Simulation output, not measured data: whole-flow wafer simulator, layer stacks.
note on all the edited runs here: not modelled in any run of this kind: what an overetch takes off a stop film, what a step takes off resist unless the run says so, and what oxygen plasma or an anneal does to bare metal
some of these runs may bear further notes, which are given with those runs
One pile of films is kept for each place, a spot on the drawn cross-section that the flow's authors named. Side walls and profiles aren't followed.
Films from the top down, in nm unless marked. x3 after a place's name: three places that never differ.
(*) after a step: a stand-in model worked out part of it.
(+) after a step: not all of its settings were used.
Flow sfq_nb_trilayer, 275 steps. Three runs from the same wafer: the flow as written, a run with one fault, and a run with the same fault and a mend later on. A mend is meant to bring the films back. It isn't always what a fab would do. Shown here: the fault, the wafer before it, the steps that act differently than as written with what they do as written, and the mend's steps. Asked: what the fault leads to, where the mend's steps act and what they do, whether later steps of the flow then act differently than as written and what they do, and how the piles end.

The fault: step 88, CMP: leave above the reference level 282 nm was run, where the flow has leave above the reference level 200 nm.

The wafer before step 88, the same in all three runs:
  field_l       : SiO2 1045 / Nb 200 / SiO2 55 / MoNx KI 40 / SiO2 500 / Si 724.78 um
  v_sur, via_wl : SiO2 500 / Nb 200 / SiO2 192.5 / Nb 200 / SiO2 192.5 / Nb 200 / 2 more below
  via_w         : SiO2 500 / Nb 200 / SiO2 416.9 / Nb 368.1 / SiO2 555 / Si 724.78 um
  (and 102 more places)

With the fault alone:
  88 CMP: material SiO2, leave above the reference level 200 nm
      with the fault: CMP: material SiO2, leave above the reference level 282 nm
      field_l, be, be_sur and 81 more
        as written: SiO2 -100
        with the fault: SiO2 -18
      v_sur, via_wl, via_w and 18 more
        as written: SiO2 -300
        with the fault: SiO2 -218
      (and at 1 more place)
  Later steps of the flow that act differently than as written (4 more steps differ only slightly, by at most 2% or 0.5 nm, whichever is larger, and aren't shown):
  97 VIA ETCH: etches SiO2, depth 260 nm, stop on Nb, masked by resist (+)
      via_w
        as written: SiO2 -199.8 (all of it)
        with the fault: SiO2 -260
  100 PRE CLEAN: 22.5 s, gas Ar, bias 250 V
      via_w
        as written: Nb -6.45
        with the fault: SiO2 -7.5
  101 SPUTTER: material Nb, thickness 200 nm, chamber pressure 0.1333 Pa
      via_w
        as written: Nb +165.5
        with the fault: Nb +152.6 (new film)
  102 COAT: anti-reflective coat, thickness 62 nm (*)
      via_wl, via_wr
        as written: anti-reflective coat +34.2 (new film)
        with the fault: anti-reflective coat +23 (new film)
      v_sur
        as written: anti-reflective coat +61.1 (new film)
        with the fault: anti-reflective coat +55.7 (new film)
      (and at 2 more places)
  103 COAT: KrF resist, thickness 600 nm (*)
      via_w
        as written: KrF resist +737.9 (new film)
        with the fault: KrF resist +794 (new film)
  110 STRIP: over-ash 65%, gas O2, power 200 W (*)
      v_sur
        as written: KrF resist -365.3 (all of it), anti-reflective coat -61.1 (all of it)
        with the fault: KrF resist -362.3 (all of it), anti-reflective coat -55.7 (all of it)
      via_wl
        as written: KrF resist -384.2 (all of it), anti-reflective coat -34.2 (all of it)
        with the fault: KrF resist -383.9 (all of it), anti-reflective coat -23 (all of it)
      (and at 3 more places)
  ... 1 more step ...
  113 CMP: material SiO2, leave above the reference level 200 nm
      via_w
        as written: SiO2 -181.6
        with the fault: SiO2 -157.1
  At the end the piles differ from the flow's by more than 2% or 0.5 nm, whichever is larger, at field_l, v_sur, via_wl and 103 more.
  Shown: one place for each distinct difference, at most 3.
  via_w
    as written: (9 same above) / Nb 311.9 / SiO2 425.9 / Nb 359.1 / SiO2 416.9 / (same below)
    with the fault: (9 same above) / Nb 311.9 / SiO2 500.1 / Nb 152.6 / SiO2 14.3 / Nb 200 / SiO2 416.9 / (same below)
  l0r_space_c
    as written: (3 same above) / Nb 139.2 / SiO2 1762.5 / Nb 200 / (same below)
    with the fault: (3 same above) / Nb 139.2 / SiO2 1844.5 / Nb 200 / (same below)
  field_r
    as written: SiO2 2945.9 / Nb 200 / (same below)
    with the fault: SiO2 3027.9 / Nb 200 / (same below)

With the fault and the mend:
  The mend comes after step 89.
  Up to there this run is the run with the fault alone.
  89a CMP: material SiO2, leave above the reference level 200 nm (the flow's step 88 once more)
      field_l, v_sur, via_wl and 103 more
        SiO2 -82
  No later step of the flow acts differently than as written at any place that is followed.
  At the end the piles are the same as the flow's at every place that both follow.
